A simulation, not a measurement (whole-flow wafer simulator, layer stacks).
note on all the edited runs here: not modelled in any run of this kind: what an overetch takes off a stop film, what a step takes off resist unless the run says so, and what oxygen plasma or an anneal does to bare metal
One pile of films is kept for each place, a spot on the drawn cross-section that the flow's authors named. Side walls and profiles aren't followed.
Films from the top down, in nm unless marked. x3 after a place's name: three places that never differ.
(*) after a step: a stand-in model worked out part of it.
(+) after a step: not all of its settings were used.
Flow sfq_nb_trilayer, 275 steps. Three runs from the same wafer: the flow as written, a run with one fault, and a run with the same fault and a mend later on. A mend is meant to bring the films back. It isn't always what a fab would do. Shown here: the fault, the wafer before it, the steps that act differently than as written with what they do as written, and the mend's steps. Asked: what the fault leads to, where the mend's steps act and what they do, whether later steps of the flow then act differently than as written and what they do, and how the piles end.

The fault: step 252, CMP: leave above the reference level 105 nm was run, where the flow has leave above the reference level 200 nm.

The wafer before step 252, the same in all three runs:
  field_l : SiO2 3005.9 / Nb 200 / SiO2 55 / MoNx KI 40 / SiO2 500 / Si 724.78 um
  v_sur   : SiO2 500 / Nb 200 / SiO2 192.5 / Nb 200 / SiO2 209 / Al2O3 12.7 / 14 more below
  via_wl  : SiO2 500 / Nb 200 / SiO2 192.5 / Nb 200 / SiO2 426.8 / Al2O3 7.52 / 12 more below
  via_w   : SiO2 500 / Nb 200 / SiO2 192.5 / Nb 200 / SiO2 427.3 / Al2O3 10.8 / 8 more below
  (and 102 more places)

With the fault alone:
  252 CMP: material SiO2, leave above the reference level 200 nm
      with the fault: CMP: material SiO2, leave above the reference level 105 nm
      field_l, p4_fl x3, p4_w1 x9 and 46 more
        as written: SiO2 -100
        with the fault: SiO2 -195
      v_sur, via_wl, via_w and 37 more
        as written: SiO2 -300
        with the fault: SiO2 -395
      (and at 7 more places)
  Later steps of the flow that act differently than as written (2 more steps differ only slightly, by at most 2% or 0.5 nm, whichever is larger, and aren't shown):
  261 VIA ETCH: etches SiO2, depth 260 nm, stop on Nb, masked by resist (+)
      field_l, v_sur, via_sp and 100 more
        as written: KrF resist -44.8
        with the fault: KrF resist -27.1
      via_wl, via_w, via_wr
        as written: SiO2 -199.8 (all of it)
        with the fault: SiO2 -104.8 (all of it)
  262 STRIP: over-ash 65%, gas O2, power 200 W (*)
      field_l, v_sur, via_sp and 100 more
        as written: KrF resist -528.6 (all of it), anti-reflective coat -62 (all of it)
        with the fault: KrF resist -546.3 (all of it), anti-reflective coat -62 (all of it)
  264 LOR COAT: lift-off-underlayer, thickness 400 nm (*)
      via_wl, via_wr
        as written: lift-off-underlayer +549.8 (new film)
        with the fault: lift-off-underlayer +478.6 (new film)
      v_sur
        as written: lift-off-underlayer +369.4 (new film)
        with the fault: lift-off-underlayer +383.9 (new film)
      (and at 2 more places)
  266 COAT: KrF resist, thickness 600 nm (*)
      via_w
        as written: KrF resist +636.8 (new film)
        with the fault: KrF resist +619.3 (new film)
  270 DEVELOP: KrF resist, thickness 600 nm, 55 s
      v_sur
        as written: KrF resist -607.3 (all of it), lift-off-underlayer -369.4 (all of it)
        with the fault: KrF resist -603.3 (all of it), lift-off-underlayer -383.9 (all of it)
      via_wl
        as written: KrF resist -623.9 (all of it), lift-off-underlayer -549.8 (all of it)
        with the fault: KrF resist -611.9 (all of it), lift-off-underlayer -478.6 (all of it)
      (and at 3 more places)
  At the end the piles differ from the flow's by more than 2% or 0.5 nm, whichever is larger, at field_l, v_sur, via_sp and 100 more.
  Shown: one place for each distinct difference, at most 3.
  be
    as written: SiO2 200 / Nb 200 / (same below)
    with the fault: SiO2 105 / Nb 200 / (same below)
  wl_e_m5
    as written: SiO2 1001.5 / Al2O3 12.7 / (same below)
    with the fault: SiO2 906.5 / Al2O3 12.7 / (same below)
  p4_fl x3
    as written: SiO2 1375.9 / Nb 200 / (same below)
    with the fault: SiO2 1280.9 / Nb 200 / (same below)

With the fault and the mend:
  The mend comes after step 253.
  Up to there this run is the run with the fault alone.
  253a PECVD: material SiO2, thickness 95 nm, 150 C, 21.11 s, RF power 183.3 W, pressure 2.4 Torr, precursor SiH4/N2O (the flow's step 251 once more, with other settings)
      field_l, v_sur, via_wl and 103 more
        SiO2 +95
  No later step of the flow acts differently than as written at any place that is followed.
  At the end the piles are the same as the flow's at every place that both follow.
